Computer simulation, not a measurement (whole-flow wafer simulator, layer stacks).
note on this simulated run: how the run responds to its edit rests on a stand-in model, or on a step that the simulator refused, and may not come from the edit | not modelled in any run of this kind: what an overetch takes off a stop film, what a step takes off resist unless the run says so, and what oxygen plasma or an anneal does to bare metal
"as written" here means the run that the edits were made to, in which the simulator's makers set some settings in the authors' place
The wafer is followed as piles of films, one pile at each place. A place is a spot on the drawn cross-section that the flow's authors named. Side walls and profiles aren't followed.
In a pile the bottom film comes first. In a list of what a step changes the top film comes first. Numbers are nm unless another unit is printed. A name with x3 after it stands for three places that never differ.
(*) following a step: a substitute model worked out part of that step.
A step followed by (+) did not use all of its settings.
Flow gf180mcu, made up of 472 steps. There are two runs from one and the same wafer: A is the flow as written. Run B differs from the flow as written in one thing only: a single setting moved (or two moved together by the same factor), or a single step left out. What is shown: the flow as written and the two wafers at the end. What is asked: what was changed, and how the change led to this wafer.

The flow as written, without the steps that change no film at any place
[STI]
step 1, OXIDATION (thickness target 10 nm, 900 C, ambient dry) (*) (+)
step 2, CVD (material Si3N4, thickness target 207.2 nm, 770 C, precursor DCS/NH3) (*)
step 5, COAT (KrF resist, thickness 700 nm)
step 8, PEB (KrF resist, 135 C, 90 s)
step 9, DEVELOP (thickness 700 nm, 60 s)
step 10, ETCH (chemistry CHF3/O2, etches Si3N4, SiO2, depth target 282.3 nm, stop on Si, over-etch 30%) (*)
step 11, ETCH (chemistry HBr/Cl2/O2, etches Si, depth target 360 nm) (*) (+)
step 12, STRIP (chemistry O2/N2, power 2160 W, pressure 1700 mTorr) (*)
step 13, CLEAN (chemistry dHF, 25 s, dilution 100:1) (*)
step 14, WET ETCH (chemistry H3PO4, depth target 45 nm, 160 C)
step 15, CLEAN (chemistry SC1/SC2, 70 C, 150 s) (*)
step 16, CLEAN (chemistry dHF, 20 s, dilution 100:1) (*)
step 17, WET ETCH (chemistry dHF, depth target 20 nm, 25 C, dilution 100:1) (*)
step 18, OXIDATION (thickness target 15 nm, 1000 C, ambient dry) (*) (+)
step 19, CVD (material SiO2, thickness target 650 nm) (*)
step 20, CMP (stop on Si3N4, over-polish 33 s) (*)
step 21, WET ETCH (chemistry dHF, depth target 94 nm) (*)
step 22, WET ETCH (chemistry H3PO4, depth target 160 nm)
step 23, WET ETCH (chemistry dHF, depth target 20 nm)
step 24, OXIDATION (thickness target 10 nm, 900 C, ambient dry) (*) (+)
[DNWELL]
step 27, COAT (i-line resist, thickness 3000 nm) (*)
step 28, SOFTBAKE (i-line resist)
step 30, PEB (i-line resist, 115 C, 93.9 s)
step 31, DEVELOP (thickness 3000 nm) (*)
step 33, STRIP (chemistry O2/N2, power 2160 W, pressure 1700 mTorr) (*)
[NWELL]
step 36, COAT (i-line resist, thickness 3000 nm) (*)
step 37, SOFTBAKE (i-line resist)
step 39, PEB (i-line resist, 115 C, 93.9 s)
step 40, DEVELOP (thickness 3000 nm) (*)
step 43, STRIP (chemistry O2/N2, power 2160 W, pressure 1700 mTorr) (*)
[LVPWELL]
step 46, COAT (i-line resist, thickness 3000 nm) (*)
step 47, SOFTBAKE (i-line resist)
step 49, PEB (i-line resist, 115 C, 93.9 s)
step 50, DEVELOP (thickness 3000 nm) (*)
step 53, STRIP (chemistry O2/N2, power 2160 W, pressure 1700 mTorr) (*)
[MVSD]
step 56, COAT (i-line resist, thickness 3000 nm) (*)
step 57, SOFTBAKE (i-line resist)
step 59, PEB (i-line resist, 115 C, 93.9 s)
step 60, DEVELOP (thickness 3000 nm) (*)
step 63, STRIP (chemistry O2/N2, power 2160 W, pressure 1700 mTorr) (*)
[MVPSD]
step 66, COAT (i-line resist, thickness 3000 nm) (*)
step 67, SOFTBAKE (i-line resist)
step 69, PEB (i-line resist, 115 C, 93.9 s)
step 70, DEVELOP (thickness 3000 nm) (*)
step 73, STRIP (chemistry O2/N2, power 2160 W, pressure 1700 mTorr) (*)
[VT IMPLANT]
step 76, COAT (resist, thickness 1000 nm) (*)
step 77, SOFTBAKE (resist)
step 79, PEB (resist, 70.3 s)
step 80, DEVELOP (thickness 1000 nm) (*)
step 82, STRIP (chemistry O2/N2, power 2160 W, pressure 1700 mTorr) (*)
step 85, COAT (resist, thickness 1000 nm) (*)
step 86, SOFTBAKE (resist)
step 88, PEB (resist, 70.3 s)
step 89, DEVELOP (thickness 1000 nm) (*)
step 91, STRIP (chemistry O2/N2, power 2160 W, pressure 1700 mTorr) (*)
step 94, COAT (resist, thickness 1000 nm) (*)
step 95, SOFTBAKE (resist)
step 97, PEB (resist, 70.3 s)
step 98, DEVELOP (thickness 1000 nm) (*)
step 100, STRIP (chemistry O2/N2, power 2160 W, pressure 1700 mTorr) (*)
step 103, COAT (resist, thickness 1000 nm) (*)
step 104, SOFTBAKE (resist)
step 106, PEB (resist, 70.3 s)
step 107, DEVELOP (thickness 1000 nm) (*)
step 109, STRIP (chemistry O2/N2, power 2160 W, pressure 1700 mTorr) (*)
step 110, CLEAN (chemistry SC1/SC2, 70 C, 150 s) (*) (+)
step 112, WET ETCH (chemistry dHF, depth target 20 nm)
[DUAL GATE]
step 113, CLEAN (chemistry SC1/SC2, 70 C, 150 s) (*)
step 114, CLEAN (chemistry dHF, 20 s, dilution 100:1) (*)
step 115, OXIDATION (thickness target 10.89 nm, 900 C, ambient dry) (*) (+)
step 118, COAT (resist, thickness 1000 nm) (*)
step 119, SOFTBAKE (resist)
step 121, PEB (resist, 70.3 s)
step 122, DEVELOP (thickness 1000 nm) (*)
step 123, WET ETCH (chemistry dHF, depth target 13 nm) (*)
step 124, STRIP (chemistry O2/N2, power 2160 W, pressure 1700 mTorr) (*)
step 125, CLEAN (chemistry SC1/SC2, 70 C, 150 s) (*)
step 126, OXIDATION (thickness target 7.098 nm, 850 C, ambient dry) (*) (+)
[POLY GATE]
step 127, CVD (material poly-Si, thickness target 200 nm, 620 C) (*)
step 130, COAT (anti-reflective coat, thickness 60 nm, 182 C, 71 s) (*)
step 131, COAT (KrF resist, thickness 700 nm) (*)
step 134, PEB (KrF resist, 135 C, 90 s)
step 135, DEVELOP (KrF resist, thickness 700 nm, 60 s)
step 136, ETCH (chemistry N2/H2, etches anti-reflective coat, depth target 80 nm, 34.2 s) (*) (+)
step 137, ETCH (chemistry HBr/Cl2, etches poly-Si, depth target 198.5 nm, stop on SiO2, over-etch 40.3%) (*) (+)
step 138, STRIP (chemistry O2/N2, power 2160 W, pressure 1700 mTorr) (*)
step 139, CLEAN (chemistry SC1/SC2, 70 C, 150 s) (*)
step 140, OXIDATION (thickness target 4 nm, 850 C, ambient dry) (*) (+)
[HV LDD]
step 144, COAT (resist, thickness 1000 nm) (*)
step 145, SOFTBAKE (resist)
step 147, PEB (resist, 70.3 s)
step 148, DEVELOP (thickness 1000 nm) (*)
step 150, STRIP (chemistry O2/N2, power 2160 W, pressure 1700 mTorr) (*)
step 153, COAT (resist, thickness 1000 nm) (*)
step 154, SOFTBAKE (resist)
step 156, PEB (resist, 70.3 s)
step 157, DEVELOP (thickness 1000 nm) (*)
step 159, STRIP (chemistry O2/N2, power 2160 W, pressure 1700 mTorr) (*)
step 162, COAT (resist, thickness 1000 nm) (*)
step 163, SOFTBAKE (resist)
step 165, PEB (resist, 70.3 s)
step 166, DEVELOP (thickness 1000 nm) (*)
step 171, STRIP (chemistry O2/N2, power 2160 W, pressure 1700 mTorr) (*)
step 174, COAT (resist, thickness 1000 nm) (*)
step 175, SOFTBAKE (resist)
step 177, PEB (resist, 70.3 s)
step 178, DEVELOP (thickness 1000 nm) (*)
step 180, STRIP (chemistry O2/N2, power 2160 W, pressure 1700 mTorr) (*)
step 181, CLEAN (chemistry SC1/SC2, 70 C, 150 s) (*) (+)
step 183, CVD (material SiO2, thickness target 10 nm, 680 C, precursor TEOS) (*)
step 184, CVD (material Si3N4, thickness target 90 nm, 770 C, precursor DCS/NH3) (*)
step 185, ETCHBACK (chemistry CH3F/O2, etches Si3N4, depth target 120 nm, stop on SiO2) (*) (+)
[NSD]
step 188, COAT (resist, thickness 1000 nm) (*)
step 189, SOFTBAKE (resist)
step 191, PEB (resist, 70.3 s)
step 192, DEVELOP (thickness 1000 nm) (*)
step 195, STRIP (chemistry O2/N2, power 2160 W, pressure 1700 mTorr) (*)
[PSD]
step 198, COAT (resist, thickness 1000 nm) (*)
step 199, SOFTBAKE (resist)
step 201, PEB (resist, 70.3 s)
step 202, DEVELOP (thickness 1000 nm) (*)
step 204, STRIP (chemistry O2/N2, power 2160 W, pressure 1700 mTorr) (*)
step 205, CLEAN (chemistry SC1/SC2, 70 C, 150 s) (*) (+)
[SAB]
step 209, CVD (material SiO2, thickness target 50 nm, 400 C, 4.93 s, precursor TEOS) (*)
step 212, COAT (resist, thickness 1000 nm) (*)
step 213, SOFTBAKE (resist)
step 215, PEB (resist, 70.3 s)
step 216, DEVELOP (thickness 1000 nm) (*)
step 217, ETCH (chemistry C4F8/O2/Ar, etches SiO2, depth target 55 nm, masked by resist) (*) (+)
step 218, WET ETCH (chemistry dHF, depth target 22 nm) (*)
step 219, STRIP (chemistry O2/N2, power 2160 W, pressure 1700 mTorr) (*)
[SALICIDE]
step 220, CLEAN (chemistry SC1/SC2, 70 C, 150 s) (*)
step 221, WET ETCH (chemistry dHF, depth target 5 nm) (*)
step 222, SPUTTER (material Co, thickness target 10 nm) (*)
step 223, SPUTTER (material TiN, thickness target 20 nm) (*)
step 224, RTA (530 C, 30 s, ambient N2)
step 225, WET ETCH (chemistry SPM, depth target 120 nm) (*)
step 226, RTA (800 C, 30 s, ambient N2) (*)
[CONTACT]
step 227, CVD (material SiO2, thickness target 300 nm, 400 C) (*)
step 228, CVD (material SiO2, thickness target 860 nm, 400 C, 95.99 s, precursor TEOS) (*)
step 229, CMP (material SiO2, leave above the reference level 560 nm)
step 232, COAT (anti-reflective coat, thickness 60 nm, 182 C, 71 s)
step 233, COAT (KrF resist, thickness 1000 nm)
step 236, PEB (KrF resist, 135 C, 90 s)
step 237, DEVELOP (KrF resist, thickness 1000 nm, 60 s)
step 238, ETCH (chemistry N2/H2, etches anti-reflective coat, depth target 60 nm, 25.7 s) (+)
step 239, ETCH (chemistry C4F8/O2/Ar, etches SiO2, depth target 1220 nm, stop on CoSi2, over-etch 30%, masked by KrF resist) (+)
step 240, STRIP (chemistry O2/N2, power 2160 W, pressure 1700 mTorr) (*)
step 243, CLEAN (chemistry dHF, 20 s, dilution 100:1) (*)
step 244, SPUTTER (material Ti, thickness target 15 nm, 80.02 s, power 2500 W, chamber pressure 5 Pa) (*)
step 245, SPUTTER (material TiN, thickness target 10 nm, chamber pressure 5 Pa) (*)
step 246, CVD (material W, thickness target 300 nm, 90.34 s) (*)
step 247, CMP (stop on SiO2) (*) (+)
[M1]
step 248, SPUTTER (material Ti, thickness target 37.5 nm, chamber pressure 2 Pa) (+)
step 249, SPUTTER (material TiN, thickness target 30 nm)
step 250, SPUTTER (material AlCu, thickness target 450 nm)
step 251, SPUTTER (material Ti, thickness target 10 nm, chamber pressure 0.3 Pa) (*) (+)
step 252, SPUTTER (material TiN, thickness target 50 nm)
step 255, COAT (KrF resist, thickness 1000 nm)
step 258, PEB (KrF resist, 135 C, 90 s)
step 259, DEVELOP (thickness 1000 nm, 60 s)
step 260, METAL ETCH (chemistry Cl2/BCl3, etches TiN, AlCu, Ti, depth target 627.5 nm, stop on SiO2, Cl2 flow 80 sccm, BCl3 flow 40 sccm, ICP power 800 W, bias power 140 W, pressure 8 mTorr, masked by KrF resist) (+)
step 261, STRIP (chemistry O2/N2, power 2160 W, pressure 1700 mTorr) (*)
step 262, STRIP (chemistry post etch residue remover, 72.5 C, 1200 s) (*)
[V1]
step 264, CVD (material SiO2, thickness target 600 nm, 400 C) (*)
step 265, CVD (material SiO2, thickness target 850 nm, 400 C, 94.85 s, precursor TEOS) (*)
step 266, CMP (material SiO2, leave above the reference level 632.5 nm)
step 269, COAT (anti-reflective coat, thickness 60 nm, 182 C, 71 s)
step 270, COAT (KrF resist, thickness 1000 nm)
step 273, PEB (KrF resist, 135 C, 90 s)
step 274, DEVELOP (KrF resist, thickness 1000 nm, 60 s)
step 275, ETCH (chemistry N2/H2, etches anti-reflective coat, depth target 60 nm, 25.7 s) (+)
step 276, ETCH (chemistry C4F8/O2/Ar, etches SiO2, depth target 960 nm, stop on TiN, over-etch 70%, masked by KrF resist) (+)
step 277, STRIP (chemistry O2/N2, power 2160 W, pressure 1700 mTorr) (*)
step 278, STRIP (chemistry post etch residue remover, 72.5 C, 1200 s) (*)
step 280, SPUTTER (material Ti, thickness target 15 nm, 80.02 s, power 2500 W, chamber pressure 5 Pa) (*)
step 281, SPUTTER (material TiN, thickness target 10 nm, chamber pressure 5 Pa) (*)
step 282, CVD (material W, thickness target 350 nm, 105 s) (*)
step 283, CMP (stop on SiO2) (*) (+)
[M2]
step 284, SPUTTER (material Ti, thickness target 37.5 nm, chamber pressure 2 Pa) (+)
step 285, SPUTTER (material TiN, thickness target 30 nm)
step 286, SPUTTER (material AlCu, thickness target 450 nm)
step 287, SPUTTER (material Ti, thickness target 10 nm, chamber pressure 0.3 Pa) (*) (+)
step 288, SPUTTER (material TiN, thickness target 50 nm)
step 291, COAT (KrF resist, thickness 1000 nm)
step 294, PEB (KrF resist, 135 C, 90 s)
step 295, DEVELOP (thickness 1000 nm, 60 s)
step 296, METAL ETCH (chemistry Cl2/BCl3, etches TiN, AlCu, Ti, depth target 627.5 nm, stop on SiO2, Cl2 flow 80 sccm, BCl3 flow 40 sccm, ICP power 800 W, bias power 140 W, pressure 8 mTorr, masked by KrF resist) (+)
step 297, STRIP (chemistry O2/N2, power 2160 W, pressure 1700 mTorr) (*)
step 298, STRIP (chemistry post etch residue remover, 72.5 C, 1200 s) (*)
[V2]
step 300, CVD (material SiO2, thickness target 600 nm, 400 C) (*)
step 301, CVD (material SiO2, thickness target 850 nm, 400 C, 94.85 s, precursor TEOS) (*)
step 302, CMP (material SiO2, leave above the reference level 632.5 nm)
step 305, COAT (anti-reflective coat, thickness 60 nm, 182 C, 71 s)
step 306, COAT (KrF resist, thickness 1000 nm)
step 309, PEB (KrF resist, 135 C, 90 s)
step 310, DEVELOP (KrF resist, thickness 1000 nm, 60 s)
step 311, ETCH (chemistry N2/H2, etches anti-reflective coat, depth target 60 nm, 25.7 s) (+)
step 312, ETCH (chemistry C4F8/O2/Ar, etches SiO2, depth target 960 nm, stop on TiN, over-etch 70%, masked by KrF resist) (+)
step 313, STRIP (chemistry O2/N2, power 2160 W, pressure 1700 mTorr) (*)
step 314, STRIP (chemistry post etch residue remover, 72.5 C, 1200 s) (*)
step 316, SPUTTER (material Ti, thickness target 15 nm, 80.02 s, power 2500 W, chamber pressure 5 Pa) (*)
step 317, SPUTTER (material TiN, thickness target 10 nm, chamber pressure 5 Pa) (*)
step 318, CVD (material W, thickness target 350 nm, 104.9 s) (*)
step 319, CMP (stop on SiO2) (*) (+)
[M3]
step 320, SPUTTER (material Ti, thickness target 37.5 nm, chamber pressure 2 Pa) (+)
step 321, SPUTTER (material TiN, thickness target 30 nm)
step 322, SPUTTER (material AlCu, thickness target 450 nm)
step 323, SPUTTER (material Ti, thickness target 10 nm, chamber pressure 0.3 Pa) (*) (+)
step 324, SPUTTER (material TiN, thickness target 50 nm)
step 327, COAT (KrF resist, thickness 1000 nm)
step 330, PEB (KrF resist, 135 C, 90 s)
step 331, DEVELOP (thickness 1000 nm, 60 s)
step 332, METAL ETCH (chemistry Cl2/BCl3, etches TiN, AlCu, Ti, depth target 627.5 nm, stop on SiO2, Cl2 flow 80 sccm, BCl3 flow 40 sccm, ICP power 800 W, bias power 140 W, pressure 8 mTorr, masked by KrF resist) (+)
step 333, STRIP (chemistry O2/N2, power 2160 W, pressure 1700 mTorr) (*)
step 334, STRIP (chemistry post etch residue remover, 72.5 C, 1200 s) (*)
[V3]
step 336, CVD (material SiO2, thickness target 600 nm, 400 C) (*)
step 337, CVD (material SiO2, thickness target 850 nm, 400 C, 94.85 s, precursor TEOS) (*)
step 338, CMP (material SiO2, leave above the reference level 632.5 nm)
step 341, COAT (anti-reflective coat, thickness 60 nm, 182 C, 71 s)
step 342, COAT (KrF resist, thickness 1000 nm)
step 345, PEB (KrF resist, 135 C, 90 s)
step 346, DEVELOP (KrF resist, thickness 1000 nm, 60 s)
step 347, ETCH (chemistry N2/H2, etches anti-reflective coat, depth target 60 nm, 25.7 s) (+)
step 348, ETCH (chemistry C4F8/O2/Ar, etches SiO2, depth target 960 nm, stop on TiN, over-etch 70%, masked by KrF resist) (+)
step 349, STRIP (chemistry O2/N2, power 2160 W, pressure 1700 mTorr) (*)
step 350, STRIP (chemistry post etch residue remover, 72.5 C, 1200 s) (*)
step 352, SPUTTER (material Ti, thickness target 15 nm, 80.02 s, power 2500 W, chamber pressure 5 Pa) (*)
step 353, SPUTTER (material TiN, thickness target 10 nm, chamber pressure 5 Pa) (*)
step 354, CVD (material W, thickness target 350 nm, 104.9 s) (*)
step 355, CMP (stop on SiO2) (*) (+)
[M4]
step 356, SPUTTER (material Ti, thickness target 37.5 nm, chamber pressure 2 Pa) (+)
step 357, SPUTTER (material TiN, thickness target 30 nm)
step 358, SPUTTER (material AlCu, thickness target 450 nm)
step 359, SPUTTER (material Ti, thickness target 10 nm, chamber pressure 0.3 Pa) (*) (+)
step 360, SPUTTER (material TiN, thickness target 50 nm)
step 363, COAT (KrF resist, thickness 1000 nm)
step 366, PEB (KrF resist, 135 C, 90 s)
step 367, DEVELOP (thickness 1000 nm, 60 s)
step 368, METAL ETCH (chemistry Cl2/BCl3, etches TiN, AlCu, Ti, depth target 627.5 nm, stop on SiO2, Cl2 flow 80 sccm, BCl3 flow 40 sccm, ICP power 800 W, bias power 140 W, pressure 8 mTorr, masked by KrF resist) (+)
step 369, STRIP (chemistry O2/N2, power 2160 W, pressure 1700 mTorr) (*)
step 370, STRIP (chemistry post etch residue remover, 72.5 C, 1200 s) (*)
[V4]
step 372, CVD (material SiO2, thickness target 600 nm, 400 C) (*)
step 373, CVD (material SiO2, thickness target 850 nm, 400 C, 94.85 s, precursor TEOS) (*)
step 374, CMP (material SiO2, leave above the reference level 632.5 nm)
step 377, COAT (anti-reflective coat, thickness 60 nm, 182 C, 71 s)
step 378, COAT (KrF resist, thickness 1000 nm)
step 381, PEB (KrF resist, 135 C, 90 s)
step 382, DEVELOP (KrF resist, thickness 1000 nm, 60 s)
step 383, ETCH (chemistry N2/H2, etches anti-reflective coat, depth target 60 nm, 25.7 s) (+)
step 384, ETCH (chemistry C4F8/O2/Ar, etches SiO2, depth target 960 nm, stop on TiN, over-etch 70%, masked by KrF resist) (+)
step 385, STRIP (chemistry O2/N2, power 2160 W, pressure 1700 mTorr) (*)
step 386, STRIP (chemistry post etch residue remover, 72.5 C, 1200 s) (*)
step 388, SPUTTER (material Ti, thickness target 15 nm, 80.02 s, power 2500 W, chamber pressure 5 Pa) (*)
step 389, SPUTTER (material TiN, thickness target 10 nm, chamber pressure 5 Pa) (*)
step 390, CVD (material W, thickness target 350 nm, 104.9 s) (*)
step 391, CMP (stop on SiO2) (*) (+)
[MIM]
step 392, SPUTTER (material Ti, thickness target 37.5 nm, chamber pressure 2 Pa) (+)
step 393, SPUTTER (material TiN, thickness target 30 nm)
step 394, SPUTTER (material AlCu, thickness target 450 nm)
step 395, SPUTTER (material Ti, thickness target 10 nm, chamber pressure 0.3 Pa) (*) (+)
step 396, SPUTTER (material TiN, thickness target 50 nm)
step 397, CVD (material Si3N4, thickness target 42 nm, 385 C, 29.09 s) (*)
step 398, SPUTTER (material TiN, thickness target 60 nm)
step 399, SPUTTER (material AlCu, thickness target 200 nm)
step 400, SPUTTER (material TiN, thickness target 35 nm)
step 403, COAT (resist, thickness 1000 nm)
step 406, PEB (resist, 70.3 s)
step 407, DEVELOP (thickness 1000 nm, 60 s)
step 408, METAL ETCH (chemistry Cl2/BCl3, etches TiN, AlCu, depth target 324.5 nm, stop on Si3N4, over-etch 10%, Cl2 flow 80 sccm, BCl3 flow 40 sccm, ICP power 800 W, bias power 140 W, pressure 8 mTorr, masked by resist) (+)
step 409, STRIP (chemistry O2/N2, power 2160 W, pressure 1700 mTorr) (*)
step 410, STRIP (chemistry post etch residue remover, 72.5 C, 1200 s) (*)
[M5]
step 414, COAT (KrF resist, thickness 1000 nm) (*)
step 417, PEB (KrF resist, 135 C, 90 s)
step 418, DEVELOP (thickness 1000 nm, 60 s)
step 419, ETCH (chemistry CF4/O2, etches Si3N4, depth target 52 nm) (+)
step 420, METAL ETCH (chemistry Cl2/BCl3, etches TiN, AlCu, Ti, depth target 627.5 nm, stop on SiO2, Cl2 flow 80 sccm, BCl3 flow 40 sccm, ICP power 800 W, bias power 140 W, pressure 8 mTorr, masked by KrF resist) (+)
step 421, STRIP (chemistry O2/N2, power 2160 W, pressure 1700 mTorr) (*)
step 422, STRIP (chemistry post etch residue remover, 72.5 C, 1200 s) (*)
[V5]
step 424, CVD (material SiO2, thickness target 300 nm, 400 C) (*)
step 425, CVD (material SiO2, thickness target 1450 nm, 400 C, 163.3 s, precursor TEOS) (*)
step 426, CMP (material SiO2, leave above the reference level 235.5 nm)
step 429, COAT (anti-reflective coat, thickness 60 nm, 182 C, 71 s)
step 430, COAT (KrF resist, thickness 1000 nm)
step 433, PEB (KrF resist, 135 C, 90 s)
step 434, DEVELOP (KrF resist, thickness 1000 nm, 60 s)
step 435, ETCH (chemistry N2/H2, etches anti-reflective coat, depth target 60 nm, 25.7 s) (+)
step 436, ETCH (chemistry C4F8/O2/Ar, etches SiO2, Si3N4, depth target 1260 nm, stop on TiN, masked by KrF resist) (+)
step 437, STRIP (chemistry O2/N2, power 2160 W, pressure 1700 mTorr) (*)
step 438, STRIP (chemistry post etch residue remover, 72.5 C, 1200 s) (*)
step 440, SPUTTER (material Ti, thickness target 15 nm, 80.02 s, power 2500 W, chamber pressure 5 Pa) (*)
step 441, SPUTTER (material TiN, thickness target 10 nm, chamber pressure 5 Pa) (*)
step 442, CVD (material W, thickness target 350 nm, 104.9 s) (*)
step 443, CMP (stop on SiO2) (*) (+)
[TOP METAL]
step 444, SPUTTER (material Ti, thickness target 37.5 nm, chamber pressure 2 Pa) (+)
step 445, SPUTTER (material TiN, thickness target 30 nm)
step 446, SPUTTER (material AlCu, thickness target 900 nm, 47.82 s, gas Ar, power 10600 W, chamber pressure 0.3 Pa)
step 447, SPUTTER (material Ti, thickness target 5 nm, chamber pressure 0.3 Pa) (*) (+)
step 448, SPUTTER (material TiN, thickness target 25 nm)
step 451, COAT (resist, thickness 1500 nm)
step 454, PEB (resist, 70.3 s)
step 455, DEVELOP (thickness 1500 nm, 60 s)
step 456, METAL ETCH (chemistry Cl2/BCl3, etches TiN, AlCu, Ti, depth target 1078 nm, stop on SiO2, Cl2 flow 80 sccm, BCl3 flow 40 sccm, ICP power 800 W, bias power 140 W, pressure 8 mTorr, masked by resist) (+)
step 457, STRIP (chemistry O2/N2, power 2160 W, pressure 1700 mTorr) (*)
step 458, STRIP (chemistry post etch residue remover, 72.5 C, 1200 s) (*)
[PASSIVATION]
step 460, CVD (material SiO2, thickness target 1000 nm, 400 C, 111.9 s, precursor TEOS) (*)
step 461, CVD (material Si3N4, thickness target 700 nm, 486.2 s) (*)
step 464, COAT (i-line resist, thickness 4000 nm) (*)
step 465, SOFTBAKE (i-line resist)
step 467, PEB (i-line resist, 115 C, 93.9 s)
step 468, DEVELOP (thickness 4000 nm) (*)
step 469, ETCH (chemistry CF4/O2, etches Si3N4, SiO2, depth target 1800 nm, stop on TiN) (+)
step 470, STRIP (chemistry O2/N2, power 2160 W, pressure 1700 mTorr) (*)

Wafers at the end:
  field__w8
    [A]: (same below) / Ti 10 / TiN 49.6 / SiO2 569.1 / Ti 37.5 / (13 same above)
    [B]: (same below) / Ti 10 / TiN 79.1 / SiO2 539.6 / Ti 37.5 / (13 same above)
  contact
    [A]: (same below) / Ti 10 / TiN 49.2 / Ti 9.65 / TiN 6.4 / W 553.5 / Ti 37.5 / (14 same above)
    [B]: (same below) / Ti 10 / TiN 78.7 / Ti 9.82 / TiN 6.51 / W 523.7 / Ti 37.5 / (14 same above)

The reason: step 360, SPUTTER: thickness target 79.5 nm was run, whereas the flow has thickness target 50 nm.

The path from the change to this, step by step:
  step 360, SPUTTER (material TiN, thickness target 50 nm)
      field, field__w1, field__w2 and 108 more: A TiN gains 50 (new film) | B TiN gains 79.5 (new film)
  step 368, METAL ETCH (chemistry Cl2/BCl3, etches TiN, AlCu, Ti, depth target 627.5 nm, stop on SiO2, Cl2 flow 80 sccm, BCl3 flow 40 sccm, ICP power 800 W, bias power 140 W, pressure 8 mTorr, masked by KrF resist) (+)
      field, field__w1, field__w2 and 103 more: A TiN loses 50 (all of it), Ti loses 10 (all of it), AlCu loses 450 (all of it), TiN loses 30 (all of it), Ti loses 37.5 (all of it) | B TiN loses 79.5 (all of it), Ti loses 10 (all of it), AlCu loses 450 (all of it), TiN loses 30 (all of it), Ti loses 37.5 (all of it)
  step 374, CMP (material SiO2, leave above the reference level 632.5 nm)
      field__w8, contact, m1, m1__w1, m1_nw: A SiO2 loses 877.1 | B SiO2 loses 906.6
  step 384, ETCH (chemistry C4F8/O2/Ar, etches SiO2, depth target 960 nm, stop on TiN, over-etch 70%, masked by KrF resist) (+)
      field, field__w1, field__w2 and 107 more: A KrF resist loses 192 | B KrF resist loses 184.6
      contact: A SiO2 loses 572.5 (all of it) | B SiO2 loses 543 (all of it)
  step 390, CVD (material W, thickness target 350 nm, 104.9 s) (*)
      contact: A W gains 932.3 (new film) | B W gains 902.5 (new film)
